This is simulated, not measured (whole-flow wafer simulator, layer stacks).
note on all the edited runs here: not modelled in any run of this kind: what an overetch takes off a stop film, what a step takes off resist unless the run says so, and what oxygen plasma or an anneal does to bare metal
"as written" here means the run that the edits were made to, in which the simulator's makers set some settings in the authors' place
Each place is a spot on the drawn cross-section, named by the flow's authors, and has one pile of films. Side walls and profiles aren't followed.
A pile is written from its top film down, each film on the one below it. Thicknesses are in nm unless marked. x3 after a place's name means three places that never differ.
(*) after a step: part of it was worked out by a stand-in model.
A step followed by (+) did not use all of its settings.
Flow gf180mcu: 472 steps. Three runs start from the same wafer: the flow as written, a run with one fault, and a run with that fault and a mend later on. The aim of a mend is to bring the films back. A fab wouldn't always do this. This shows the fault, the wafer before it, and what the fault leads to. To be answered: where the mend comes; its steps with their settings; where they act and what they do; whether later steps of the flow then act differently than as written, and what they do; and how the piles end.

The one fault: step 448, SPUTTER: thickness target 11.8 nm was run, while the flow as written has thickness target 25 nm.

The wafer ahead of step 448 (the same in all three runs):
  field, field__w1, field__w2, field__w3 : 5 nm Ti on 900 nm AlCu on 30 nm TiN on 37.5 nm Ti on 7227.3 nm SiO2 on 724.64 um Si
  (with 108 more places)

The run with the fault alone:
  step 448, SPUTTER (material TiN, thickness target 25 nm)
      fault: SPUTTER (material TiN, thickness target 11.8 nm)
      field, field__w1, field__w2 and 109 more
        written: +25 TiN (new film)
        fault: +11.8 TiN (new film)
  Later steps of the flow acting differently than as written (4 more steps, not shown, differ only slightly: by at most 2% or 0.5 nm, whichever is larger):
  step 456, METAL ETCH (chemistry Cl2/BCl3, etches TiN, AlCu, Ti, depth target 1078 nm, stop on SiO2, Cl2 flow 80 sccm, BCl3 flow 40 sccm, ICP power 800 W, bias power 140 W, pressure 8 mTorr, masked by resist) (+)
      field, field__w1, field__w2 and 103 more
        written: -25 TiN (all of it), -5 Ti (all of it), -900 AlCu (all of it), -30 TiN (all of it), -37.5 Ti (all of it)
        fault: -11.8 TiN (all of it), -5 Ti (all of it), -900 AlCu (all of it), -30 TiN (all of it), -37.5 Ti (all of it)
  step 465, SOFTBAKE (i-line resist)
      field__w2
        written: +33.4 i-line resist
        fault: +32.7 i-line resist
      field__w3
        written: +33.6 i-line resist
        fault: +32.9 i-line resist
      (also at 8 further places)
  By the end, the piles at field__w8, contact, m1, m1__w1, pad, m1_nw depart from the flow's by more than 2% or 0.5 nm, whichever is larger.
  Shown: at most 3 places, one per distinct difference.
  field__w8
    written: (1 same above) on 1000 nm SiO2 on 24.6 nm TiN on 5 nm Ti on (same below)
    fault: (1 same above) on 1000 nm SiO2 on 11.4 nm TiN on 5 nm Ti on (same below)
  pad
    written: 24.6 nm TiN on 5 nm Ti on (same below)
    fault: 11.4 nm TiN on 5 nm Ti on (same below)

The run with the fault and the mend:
  The mend follows step 455.
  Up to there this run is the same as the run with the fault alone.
  step 455a, STRIP (chemistry O2/N2, power 2160 W, pressure 1700 mTorr) (*)
      field__w8, contact, m1, m1__w1, pad, m1_nw
        -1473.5 resist (all of it)
  step 455b, SPUTTER (material TiN, thickness target 13.2 nm) (the flow's step 448, run once more with other settings)
      field, field__w1, field__w2 and 109 more
        +13.2 TiN
  step 455c, HMDS (120 C, 60 s) (the flow's step 450, run once more)
      alters no film at any place that is followed
  step 455d, COAT (resist, thickness 1500 nm) (the flow's step 451, run once more)
      field, field__w1, field__w2 and 109 more
        +1500 resist (new film)
  step 455e, SOFTBAKE (resist) (the flow's step 452, run once more)
      alters no film at any place that is followed
  step 455f, EXPOSE (photomask MetalTop) (the flow's step 453, run once more)
      alters no film at any place that is followed
  step 455g, PEB (resist, 70.3 s) (the flow's step 454, run once more)
      field, field__w1, field__w2 and 109 more
        -26.5 resist
  step 455h, DEVELOP (thickness 1500 nm, 60 s) (the flow's step 455, run once more)
      field, field__w1, field__w2 and 103 more
        -1473.5 resist (all of it)
  Every later step of the flow that is run acts as written at every place that is followed.
  The piles end the same as the flow's at every place that both follow.
